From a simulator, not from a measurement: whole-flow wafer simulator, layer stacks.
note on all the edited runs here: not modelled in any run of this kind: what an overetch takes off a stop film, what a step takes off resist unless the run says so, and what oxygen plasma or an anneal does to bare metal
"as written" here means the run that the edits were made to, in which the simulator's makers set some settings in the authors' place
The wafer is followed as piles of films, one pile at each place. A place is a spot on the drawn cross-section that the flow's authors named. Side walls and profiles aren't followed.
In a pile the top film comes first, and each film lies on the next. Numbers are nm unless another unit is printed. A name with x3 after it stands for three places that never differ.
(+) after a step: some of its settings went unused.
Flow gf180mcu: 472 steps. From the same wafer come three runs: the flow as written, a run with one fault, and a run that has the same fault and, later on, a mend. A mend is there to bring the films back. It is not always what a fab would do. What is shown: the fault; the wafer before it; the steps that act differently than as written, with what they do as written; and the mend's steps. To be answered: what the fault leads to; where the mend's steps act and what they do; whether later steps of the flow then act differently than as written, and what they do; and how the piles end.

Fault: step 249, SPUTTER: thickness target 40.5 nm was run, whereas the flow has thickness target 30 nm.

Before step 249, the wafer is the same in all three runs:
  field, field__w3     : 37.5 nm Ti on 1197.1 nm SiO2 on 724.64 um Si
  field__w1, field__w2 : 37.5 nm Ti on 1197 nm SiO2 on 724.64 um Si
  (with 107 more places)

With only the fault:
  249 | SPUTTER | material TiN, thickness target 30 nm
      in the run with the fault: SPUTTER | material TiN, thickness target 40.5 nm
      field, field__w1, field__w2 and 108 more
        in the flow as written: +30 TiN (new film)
        in the run with the fault: +40.5 TiN (new film)
  Later steps of the flow acting differently than as written:
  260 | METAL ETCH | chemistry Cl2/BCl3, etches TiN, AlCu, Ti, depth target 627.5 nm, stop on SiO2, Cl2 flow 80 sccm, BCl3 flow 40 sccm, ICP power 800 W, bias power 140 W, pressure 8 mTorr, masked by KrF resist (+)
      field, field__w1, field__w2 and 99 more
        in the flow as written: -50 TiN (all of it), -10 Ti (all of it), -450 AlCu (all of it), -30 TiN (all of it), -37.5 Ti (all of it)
        in the run with the fault: -50 TiN (all of it), -10 Ti (all of it), -450 AlCu (all of it), -40.5 TiN (all of it), -37.5 Ti (all of it)
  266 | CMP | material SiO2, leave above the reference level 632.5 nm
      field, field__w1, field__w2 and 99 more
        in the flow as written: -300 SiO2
        in the run with the fault: -289.5 SiO2
  At field__w8, contact, m1 and 6 more, the piles at the end differ from the flow's by more than 2% or 0.5 nm, whichever is larger.
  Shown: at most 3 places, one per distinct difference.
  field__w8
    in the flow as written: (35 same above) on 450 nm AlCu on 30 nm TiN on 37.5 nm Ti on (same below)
    in the run with the fault: (35 same above) on 450 nm AlCu on 40.5 nm TiN on 37.5 nm Ti on (same below)
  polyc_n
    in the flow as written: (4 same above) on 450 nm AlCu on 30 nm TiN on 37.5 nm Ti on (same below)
    in the run with the fault: (4 same above) on 450 nm AlCu on 40.5 nm TiN on 37.5 nm Ti on (same below)
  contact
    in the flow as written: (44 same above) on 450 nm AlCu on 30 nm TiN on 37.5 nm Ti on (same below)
    in the run with the fault: (44 same above) on 450 nm AlCu on 40.5 nm TiN on 37.5 nm Ti on (same below)

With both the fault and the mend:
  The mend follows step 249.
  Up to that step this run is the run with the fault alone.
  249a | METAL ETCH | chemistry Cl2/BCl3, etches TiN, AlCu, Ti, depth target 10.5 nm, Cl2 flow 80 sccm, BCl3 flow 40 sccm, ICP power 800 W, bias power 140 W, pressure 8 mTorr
      field, field__w1, field__w2 and 108 more
        -10.5 TiN
  Later steps of the flow that are run all act as written at every place that is followed.
  By the end, the piles equal the flow's at every place that both follow.
